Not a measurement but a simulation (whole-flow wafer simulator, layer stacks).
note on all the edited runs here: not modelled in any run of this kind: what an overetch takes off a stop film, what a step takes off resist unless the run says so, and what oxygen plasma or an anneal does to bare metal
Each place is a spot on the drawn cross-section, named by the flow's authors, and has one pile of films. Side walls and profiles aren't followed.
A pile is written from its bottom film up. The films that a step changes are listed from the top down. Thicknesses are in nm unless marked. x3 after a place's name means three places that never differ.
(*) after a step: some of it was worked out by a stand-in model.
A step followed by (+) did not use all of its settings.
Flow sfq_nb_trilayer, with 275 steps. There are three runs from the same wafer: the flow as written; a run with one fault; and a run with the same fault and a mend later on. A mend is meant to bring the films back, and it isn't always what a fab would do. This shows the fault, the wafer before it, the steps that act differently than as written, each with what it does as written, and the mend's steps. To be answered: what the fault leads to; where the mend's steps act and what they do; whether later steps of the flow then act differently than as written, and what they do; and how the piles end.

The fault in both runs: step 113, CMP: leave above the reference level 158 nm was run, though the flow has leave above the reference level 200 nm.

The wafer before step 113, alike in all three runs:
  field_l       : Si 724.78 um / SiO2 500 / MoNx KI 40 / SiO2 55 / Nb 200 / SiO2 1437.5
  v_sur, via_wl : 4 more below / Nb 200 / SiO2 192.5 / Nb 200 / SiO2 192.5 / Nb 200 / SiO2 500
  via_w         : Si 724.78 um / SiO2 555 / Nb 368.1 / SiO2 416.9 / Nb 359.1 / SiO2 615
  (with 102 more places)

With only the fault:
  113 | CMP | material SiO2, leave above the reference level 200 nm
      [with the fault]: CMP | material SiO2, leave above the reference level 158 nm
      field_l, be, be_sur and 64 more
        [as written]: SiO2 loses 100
        [with the fault]: SiO2 loses 142
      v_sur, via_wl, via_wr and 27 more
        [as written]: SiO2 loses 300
        [with the fault]: SiO2 loses 342
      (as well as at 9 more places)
  Later steps of the flow acting differently than as written (not shown: 4 more steps that differ only slightly, by at most 2% or 0.5 nm, whichever is larger):
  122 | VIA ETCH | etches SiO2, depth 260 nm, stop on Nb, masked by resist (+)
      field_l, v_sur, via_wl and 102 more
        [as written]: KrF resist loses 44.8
        [with the fault]: KrF resist loses 40.8
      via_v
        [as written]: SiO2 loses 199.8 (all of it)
        [with the fault]: SiO2 loses 157.8 (all of it)
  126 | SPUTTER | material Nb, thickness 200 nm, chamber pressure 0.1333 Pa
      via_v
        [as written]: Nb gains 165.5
        [with the fault]: Nb gains 174.7
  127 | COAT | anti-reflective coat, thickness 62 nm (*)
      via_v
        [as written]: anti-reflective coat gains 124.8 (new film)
        [with the fault]: anti-reflective coat gains 114 (new film)
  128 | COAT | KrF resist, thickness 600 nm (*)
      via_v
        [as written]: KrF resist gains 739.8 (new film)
        [with the fault]: KrF resist gains 706 (new film)
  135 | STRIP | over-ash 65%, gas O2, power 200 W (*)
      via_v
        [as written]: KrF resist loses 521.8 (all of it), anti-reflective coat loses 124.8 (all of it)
        [with the fault]: KrF resist loses 488.1 (all of it), anti-reflective coat loses 114 (all of it)
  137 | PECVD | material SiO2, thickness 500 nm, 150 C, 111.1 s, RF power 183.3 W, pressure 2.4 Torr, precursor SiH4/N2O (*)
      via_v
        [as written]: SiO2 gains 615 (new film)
        [with the fault]: SiO2 gains 539.3 (new film)
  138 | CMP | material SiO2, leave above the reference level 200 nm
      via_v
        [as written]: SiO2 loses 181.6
        [with the fault]: SiO2 loses 157.1
  The piles end different from the flow's at v_sur, via_wl, via_w and 77 more by more than 2% or 0.5 nm, whichever is larger.
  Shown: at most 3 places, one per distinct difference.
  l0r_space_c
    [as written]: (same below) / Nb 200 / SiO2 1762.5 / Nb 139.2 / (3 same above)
    [with the fault]: (same below) / Nb 200 / SiO2 1720.5 / Nb 139.2 / (3 same above)
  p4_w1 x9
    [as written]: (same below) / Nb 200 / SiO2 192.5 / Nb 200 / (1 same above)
    [with the fault]: (same below) / Nb 200 / SiO2 150.5 / Nb 200 / (1 same above)
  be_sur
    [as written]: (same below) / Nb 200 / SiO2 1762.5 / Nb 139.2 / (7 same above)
    [with the fault]: (same below) / Nb 200 / SiO2 1720.5 / Nb 139.2 / (7 same above)

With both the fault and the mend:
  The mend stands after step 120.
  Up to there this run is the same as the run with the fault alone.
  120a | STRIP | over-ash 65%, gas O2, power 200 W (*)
      field_l, v_sur, via_wl and 102 more
        KrF resist loses 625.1 (all of it), anti-reflective coat loses 62 (all of it)
      via_v
        anti-reflective coat loses 62 (all of it)
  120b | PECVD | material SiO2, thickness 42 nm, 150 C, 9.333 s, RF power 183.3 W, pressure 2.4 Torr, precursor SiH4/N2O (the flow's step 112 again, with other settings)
      field_l, v_sur, via_wl and 103 more
        SiO2 gains 42
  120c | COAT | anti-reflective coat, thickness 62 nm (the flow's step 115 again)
      field_l, v_sur, via_wl and 103 more
        anti-reflective coat gains 62 (new film)
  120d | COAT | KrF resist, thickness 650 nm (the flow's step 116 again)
      field_l, v_sur, via_wl and 103 more
        KrF resist gains 650 (new film)
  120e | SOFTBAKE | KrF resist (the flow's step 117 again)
      leaves every film unchanged at each place that is followed
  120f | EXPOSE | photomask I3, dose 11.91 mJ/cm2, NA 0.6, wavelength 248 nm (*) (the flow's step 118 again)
      leaves every film unchanged at each place that is followed
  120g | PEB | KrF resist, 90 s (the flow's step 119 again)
      field_l, v_sur, via_wl and 103 more
        KrF resist loses 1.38
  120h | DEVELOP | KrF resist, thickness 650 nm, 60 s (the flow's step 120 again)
      field_l, v_sur, via_wl and 102 more
        KrF resist loses 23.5
      via_v
        KrF resist loses 648.6 (all of it)
  None of the later steps of the flow differs from how it acts as written, at any place that is followed, by more than 2% or 0.5 nm, whichever is larger.
  At every place that both follow, the piles at the end match the flow's.
